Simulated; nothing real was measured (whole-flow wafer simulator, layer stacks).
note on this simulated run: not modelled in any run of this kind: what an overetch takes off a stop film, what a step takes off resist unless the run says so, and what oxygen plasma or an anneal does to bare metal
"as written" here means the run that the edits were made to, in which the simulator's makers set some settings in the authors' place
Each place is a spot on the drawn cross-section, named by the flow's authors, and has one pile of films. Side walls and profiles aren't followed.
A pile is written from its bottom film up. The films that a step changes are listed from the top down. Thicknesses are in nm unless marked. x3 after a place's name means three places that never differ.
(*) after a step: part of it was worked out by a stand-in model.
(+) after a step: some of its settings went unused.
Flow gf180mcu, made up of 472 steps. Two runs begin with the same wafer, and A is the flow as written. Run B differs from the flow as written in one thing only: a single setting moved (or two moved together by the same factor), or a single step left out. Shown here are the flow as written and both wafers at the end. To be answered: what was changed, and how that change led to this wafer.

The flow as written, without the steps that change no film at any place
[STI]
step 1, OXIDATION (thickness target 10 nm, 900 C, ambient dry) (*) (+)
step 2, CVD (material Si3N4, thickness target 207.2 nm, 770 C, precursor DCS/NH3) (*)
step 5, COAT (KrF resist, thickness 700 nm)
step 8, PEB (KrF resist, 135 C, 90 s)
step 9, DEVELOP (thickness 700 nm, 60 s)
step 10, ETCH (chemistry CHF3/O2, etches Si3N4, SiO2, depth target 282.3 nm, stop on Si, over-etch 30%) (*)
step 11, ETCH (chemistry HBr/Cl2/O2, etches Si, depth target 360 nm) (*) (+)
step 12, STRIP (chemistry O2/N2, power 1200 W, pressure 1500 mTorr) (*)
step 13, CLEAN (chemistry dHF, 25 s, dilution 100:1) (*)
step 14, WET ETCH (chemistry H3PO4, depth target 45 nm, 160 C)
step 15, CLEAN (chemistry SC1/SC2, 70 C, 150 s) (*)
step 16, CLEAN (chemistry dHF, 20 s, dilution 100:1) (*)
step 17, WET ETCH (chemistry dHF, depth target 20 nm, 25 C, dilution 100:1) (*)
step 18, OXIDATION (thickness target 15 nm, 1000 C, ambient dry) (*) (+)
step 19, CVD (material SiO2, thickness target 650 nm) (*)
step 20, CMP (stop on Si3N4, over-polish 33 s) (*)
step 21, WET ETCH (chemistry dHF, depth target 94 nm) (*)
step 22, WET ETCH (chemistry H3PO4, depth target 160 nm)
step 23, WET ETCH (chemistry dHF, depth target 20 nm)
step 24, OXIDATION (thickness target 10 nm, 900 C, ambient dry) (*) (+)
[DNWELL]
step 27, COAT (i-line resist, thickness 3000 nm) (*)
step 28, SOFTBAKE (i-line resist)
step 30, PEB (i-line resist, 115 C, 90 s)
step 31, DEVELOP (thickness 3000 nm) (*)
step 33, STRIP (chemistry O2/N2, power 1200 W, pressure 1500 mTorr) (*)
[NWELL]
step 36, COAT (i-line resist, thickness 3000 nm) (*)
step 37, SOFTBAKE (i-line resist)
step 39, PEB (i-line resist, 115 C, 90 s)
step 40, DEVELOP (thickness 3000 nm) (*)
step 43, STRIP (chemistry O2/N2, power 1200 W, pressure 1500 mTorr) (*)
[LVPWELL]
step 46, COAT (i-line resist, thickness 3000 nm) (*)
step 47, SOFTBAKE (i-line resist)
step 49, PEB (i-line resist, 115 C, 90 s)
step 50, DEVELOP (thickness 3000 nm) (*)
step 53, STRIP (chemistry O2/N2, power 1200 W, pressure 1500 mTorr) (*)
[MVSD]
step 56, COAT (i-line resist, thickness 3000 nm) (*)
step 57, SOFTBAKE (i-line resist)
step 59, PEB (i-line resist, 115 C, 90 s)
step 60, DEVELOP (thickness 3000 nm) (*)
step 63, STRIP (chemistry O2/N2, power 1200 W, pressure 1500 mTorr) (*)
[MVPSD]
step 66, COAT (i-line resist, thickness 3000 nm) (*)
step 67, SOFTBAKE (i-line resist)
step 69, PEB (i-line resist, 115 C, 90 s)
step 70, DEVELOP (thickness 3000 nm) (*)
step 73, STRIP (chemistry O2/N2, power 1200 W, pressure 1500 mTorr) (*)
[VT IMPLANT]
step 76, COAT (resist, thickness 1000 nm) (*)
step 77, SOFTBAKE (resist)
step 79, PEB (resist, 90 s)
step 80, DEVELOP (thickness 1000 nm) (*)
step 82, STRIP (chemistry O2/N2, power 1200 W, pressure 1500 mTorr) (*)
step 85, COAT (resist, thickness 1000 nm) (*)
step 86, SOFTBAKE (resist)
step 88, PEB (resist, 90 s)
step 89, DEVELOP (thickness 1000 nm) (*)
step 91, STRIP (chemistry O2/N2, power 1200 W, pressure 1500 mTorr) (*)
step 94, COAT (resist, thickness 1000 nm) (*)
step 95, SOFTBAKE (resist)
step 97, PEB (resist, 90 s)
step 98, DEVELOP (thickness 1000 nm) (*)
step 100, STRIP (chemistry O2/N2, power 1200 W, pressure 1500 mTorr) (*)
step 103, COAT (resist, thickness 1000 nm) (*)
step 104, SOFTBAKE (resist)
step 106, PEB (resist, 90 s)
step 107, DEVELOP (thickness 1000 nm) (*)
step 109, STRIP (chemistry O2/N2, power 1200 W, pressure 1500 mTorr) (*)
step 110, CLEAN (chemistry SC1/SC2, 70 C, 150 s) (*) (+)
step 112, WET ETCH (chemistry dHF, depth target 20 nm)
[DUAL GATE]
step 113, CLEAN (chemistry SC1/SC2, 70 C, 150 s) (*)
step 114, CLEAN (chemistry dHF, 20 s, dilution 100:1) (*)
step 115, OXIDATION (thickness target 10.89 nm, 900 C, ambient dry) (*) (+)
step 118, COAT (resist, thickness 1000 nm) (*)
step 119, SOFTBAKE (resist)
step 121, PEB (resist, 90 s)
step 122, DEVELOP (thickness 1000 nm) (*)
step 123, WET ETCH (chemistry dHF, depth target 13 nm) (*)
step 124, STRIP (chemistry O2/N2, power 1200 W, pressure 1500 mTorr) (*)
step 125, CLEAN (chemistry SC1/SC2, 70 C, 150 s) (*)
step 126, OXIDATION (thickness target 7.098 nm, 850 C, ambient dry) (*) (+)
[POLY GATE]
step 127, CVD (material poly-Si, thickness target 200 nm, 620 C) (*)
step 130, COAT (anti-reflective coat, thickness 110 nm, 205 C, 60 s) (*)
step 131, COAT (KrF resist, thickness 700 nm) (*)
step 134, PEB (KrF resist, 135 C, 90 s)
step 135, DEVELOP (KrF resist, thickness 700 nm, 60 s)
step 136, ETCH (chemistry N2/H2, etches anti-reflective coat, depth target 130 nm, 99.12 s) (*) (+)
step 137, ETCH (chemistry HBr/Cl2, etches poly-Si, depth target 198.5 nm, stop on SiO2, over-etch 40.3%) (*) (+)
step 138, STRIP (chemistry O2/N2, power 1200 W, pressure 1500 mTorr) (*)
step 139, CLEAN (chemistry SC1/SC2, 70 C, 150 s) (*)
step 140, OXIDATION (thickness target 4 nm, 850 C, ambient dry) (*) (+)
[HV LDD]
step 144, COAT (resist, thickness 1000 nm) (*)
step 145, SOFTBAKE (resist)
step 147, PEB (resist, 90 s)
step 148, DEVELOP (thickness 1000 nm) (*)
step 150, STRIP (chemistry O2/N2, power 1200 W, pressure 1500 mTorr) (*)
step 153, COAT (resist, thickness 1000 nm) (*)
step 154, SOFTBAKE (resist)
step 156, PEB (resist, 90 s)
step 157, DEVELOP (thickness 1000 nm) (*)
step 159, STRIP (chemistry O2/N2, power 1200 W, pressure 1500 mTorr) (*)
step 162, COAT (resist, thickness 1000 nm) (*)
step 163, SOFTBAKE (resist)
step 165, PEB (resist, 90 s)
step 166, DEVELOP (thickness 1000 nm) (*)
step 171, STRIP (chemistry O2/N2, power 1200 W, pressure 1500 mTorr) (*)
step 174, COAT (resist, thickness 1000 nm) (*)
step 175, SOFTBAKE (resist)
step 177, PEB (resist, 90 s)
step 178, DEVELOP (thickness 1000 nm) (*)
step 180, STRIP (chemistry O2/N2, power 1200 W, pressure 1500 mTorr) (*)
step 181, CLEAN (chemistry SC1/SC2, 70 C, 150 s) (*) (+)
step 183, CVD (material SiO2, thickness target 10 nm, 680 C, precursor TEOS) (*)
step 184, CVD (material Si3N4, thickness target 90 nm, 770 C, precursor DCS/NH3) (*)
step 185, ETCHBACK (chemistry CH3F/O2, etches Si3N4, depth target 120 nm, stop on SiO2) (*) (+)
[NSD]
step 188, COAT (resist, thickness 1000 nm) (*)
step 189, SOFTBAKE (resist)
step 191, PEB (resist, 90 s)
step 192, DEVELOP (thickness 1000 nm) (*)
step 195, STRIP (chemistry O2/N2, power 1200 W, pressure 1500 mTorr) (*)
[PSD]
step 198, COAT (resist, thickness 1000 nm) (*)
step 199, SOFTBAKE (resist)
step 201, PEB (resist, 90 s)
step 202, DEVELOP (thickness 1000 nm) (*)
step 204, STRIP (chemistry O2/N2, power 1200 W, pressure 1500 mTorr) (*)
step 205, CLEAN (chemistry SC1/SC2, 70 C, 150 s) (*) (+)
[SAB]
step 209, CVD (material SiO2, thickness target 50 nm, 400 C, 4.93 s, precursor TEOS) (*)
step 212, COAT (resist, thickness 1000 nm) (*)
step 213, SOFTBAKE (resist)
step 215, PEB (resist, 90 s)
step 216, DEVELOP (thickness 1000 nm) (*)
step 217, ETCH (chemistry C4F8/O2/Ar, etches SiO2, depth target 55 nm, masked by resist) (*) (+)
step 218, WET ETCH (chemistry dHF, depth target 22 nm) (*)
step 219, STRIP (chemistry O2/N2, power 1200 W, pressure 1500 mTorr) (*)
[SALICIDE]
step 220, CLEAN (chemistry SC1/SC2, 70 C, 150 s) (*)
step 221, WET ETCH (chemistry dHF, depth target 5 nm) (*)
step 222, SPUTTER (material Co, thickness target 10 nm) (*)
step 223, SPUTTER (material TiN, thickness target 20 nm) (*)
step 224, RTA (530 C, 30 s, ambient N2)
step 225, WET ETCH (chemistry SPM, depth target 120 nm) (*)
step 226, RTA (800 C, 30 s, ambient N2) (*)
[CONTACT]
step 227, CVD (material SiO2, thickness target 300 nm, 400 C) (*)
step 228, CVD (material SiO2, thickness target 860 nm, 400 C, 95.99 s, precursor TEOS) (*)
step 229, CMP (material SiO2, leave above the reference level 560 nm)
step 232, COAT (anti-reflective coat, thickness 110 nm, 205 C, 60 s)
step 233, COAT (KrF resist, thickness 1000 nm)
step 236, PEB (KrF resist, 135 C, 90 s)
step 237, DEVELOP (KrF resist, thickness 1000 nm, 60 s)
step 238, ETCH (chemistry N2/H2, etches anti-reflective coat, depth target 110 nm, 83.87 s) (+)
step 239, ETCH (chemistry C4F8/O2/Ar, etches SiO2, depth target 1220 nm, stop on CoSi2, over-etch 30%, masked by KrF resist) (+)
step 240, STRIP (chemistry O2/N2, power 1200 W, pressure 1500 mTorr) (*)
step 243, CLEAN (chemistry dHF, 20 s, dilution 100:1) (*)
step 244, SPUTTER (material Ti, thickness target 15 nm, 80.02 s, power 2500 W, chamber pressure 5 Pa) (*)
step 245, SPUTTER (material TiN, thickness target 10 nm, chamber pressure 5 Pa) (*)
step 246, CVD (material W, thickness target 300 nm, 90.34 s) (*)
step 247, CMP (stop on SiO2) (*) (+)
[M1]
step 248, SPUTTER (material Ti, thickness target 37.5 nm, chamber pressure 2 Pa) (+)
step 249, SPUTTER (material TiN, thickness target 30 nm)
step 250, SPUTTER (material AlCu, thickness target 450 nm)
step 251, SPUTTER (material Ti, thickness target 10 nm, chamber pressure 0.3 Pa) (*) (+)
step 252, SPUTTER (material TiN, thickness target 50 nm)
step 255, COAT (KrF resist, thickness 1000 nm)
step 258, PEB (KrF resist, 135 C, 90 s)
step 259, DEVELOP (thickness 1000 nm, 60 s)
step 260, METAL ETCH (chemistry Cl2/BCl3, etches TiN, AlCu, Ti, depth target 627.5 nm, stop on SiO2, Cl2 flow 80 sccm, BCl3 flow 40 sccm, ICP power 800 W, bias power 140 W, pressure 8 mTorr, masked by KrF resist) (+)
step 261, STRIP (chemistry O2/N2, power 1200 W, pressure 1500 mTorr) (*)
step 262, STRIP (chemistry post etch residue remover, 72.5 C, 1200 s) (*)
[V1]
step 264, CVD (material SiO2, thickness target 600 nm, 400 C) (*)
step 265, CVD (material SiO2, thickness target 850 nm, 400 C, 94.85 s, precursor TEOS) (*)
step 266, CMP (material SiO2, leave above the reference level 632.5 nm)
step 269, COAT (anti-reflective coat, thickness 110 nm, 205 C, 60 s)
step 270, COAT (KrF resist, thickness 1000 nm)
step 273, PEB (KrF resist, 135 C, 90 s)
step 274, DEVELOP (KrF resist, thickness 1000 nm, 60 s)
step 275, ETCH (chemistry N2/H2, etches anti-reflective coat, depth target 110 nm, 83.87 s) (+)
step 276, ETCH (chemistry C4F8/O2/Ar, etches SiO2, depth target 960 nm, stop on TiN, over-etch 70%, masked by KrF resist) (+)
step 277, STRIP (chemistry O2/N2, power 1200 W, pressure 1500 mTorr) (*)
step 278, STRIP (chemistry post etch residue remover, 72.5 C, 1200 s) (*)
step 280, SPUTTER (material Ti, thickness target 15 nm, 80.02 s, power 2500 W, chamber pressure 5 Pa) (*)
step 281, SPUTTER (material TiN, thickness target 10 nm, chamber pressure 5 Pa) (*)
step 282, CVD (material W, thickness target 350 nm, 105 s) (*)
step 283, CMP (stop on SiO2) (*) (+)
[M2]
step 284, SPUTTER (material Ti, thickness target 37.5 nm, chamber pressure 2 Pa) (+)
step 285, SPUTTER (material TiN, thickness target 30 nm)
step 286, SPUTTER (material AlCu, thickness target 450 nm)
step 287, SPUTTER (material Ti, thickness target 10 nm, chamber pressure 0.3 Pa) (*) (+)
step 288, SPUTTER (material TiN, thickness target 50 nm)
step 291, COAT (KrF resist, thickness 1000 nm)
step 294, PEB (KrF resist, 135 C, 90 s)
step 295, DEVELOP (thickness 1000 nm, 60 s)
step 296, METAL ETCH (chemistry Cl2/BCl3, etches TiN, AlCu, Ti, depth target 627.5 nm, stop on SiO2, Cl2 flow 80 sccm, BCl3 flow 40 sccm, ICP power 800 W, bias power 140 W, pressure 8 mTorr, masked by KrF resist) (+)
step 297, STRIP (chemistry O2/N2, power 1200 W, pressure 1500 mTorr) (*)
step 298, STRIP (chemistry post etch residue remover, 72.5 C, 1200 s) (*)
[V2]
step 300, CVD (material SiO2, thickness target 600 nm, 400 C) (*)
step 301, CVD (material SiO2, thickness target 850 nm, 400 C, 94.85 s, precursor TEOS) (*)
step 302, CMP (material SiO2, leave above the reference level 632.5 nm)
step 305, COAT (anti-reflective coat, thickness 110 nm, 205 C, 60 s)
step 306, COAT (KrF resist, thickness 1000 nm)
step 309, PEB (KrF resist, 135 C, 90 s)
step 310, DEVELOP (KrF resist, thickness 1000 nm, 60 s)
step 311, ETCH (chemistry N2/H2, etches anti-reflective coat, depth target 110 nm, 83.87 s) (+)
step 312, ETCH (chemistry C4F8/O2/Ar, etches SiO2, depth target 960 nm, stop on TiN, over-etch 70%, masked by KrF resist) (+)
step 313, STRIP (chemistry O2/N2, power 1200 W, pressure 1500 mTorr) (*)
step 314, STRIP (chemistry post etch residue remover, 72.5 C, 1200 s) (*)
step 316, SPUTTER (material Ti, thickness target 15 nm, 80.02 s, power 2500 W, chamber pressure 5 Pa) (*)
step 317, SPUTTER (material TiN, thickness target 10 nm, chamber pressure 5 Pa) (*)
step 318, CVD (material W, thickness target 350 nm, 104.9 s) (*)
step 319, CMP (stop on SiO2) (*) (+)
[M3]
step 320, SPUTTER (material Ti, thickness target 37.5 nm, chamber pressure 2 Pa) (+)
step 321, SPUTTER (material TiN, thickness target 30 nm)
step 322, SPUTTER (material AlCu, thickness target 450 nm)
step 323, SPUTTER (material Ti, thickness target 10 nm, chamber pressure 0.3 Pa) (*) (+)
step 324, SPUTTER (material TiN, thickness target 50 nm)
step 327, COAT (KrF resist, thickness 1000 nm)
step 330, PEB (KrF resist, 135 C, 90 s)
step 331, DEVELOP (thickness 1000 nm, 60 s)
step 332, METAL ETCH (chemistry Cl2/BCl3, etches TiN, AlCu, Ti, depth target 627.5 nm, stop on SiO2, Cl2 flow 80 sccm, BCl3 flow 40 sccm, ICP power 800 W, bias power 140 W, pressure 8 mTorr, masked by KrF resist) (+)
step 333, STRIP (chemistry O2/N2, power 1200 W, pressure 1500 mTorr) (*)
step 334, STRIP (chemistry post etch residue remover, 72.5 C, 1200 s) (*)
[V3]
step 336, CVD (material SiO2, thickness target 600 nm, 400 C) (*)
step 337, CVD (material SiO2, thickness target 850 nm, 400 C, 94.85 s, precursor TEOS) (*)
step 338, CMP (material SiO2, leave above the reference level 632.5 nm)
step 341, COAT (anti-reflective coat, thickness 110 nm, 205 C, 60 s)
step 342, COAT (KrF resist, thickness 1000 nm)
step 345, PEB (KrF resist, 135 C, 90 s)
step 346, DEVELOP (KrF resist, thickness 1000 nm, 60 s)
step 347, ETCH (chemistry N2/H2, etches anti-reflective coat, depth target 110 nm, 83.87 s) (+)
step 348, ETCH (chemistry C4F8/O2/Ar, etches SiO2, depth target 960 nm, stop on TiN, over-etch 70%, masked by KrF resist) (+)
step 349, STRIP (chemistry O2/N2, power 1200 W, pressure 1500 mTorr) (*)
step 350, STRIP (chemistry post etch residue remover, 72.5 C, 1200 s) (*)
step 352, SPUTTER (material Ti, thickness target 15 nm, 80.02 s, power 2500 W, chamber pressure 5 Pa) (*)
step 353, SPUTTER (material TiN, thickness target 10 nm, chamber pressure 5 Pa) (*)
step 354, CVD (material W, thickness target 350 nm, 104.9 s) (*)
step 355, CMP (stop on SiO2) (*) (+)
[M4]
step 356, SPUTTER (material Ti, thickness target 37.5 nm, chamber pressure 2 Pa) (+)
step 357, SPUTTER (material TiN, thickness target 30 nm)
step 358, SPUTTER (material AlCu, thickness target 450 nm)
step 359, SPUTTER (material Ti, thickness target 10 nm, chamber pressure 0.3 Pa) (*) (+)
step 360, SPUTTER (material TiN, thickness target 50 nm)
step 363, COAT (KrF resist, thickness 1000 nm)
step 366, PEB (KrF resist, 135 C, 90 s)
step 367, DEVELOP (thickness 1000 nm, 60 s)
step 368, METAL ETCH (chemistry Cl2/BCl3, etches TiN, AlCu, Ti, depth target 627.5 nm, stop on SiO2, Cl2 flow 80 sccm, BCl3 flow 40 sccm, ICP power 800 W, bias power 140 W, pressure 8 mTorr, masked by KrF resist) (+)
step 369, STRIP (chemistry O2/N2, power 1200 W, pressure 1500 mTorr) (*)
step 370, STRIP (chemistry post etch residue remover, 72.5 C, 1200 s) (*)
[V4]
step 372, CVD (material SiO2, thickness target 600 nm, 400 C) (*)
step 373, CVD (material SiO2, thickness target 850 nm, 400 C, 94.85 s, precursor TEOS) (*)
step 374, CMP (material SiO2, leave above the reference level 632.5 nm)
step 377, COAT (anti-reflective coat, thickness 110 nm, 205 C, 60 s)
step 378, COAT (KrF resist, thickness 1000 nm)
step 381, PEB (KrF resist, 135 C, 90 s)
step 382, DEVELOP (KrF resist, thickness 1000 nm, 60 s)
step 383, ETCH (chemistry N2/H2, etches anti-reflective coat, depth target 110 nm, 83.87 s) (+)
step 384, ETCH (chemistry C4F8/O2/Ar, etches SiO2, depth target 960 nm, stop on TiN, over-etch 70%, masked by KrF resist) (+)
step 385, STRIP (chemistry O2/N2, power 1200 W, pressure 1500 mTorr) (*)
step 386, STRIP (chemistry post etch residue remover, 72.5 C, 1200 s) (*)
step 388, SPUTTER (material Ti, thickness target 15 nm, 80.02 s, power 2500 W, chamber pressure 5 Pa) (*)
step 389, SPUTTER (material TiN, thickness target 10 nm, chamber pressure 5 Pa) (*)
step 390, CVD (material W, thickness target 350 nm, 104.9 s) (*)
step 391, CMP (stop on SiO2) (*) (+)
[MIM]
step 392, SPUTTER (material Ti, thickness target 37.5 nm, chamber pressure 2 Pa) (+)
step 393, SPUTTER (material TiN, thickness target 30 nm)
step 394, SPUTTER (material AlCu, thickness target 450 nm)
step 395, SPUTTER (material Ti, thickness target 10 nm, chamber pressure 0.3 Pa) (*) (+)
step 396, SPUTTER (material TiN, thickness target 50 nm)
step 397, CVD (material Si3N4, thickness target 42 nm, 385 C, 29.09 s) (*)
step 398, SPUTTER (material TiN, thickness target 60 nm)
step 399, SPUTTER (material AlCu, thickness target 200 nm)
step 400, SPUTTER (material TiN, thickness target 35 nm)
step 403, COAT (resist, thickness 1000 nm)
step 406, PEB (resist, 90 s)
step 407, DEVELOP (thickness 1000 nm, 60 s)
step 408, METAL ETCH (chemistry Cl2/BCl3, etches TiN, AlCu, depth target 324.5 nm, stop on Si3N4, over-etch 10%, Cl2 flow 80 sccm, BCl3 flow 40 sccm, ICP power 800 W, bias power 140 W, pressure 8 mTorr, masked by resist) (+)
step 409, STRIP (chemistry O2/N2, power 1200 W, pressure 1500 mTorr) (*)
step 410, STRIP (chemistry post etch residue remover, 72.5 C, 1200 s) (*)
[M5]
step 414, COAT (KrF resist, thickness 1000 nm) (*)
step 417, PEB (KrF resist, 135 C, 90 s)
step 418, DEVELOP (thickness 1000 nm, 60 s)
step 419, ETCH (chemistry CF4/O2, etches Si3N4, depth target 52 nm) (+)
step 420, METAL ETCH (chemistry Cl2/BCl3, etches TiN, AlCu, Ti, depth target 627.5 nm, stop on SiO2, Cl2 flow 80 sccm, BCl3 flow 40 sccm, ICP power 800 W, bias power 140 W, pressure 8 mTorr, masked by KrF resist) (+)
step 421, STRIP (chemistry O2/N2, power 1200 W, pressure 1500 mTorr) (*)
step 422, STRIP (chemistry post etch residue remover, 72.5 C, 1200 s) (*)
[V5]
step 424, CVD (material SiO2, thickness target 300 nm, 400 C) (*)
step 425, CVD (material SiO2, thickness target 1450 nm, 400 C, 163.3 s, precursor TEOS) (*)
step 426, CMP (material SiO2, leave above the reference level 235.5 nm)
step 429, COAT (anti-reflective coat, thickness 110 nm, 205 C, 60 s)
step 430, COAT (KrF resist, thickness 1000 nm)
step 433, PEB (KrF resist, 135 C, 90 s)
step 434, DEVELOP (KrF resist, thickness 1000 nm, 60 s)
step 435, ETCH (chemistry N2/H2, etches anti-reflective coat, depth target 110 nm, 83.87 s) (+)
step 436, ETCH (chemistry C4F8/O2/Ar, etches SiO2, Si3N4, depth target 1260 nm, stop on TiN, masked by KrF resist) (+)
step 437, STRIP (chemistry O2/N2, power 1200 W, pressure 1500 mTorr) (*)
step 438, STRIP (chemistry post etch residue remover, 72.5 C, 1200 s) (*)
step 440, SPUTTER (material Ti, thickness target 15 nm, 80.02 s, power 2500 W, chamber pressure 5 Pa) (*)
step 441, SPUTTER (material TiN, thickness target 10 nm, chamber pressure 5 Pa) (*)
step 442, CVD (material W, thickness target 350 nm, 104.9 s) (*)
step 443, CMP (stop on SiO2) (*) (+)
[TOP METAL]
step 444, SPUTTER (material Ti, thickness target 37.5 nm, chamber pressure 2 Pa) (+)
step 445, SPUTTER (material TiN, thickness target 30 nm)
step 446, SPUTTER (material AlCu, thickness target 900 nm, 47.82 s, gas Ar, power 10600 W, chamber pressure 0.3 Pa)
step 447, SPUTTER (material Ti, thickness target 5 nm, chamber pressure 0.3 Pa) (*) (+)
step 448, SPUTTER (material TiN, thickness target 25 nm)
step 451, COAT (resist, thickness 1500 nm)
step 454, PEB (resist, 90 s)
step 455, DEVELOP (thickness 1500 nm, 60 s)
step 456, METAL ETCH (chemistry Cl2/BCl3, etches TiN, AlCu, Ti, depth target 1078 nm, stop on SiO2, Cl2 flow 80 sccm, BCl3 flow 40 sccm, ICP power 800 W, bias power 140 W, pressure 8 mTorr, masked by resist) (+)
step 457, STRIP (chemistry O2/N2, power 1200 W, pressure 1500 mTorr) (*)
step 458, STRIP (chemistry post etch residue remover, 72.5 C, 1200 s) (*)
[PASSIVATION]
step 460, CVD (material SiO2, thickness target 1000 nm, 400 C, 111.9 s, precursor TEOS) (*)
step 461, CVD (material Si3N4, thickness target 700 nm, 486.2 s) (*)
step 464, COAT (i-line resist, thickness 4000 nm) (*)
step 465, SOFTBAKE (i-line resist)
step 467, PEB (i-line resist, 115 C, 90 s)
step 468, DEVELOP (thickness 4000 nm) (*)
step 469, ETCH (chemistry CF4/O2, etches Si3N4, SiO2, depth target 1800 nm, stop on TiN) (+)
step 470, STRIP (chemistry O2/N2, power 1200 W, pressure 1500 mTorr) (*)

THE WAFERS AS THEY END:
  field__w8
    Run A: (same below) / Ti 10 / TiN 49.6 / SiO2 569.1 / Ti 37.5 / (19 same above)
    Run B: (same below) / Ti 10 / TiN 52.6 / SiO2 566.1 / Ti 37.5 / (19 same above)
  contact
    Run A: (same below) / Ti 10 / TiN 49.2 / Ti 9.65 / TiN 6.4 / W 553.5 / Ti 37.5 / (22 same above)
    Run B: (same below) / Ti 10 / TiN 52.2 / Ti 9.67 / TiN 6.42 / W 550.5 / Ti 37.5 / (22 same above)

The reason: step 324, SPUTTER: thickness target 53 nm was run, though the flow has thickness target 50 nm.

The path from the change to this, step by step:
  step 324, SPUTTER (material TiN, thickness target 50 nm)
      field, field__w1, field__w2 and 108 more: A +50 TiN (new film) | B +53 TiN (new film)
  step 332, METAL ETCH (chemistry Cl2/BCl3, etches TiN, AlCu, Ti, depth target 627.5 nm, stop on SiO2, Cl2 flow 80 sccm, BCl3 flow 40 sccm, ICP power 800 W, bias power 140 W, pressure 8 mTorr, masked by KrF resist) (+)
      field, field__w1, field__w2 and 103 more: A -50 TiN (all of it), -10 Ti (all of it), -450 AlCu (all of it), -30 TiN (all of it), -37.5 Ti (all of it) | B -53 TiN (all of it), -10 Ti (all of it), -450 AlCu (all of it), -30 TiN (all of it), -37.5 Ti (all of it)
